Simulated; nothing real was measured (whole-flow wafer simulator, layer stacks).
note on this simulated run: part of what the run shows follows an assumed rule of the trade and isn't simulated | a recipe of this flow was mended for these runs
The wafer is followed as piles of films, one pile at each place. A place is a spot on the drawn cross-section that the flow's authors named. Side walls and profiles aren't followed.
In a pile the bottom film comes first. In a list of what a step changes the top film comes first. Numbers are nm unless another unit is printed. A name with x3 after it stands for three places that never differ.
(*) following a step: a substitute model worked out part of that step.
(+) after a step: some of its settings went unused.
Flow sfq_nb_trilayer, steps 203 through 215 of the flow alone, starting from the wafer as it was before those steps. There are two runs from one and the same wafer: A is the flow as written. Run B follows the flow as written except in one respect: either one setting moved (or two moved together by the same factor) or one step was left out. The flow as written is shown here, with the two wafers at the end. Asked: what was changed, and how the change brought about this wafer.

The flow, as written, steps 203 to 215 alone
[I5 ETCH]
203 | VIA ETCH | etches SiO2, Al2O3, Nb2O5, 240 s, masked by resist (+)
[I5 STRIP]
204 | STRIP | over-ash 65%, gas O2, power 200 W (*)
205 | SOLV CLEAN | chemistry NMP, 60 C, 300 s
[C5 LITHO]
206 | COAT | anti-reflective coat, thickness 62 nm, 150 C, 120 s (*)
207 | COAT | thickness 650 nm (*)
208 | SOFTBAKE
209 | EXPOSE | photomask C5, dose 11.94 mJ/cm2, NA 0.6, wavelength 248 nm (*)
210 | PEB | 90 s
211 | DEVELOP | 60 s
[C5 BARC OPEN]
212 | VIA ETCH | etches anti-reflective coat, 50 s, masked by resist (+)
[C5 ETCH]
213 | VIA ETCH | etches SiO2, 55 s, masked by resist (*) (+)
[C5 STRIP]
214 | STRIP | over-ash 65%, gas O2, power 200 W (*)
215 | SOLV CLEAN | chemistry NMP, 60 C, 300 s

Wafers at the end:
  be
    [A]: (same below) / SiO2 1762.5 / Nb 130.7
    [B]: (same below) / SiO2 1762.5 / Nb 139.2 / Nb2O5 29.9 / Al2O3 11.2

Cause: step 203, VIA ETCH: 144 s was run, while the flow as written has 240 s.

Step by step, how the change led to this:
  203 | VIA ETCH | etches SiO2, Al2O3, Nb2O5, 240 s, masked by resist (+)
      be: A -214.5 SiO2 (all of it), -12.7 Al2O3 (all of it), -29.9 Nb2O5 (all of it), -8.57 Nb | B -214.5 SiO2 (all of it), -1.47 Al2O3
      field_l, v_sur, via_wl and 102 more: A -240 KrF-resist-other-grade | B -144 KrF-resist-other-grade
  204 | STRIP | over-ash 65%, gas O2, power 200 W (*)
      p4_fl x5, p4_w1 x9, p3_s0 x9, l0r_line_l x3, l0r_space_c x19, m0r_space_l x2: A -315.7 KrF-resist-other-grade (all of it), -62 anti-reflective coat (all of it) | B -411.7 KrF-resist-other-grade (all of it), -62 anti-reflective coat (all of it)
      wl_b_sl, wl_b_m5, wl_b_sr and 14 more: A -315.6 KrF-resist-other-grade (all of it), -62 anti-reflective coat (all of it) | B -411.6 KrF-resist-other-grade (all of it), -62 anti-reflective coat (all of it)
      (and at 41 other places as well)
  206 | COAT | anti-reflective coat, thickness 62 nm, 150 C, 120 s (*)
      be: A +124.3 anti-reflective coat (new film) | B +116.8 anti-reflective coat (new film)
  207 | COAT | thickness 650 nm (*)
      be: A +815 KrF-resist-other-grade (new film) | B +779.2 KrF-resist-other-grade (new film)
  214 | STRIP | over-ash 65%, gas O2, power 200 W (*)
      be: A -705.8 KrF-resist-other-grade (all of it), -124.3 anti-reflective coat (all of it) | B -670 KrF-resist-other-grade (all of it), -116.8 anti-reflective coat (all of it)
